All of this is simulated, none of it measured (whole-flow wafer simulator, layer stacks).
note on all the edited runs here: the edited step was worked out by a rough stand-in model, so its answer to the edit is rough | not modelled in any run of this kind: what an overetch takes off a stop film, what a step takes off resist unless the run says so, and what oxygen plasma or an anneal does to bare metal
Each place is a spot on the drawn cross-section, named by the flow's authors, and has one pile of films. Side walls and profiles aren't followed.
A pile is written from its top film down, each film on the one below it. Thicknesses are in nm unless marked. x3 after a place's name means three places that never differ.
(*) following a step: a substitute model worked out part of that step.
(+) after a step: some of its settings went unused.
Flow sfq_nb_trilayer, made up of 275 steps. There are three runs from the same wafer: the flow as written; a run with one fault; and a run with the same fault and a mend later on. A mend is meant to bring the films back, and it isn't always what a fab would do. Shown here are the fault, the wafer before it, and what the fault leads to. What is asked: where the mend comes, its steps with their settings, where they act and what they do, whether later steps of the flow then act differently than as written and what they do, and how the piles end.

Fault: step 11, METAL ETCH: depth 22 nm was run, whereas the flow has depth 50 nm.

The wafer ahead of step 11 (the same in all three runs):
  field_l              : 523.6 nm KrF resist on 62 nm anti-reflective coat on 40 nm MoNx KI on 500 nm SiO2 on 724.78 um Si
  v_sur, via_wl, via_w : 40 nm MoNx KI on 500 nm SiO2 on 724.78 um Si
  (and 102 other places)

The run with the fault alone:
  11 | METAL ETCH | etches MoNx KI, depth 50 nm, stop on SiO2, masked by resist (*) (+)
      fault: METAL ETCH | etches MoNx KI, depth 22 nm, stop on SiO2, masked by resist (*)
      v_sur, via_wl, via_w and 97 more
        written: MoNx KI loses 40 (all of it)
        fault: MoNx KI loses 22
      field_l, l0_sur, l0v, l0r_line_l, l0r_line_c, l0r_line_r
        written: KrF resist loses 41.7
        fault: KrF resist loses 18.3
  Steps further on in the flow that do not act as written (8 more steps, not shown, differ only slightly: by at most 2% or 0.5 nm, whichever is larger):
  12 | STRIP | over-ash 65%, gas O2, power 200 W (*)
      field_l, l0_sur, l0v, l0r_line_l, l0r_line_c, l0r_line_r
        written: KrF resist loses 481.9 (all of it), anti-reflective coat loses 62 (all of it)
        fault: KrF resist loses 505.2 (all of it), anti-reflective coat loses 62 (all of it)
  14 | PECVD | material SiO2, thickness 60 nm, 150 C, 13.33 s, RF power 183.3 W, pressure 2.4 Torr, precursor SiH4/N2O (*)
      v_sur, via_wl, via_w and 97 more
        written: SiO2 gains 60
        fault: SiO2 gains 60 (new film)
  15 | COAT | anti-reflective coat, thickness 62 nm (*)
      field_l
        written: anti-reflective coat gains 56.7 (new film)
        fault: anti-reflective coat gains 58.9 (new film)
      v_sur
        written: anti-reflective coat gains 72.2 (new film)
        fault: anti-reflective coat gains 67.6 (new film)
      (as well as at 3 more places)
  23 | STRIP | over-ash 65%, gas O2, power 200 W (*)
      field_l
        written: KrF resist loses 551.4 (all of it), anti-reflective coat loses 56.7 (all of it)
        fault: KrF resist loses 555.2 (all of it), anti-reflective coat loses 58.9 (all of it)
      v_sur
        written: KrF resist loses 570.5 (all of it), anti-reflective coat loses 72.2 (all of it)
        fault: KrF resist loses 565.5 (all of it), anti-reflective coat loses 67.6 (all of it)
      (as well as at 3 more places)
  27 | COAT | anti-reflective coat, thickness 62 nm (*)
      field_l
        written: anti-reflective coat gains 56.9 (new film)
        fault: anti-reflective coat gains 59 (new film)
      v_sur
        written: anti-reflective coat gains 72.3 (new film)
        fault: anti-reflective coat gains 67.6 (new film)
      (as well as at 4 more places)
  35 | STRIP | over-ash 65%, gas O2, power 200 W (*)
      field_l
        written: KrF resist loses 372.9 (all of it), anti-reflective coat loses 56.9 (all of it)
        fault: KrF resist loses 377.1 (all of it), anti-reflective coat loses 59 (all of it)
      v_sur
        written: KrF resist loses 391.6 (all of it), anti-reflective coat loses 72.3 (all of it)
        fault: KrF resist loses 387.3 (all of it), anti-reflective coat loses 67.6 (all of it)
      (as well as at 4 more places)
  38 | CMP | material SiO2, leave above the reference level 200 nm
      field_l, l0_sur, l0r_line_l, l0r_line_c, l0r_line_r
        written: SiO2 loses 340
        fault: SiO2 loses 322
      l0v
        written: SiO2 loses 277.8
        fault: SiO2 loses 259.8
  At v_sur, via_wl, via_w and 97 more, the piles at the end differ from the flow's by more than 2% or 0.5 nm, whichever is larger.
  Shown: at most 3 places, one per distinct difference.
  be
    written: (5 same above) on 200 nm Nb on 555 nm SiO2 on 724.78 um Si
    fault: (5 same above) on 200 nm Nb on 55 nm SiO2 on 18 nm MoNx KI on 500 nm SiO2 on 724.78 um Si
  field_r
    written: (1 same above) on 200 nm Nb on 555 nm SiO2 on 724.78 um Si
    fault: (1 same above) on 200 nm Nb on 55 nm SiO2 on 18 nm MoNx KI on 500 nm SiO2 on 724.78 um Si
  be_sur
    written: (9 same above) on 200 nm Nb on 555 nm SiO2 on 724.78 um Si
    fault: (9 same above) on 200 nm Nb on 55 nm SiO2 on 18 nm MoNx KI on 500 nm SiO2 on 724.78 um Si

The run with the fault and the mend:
  The mend follows step 11.
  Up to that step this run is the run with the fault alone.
  11a | METAL ETCH | etches MoNx KI, depth 28 nm, stop on SiO2, masked by resist (+) (a further turn of the flow's step 11, with different settings)
      v_sur, via_wl, via_w and 97 more
        MoNx KI loses 18 (all of it)
      field_l, l0_sur, l0v, l0r_line_l, l0r_line_c, l0r_line_r
        KrF resist loses 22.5
  Later steps of the flow that are run all act as written at every place that is followed, up to a difference of at most 2% or 0.5 nm, whichever is larger.
  At every place that both follow, the piles at the end match the flow's.
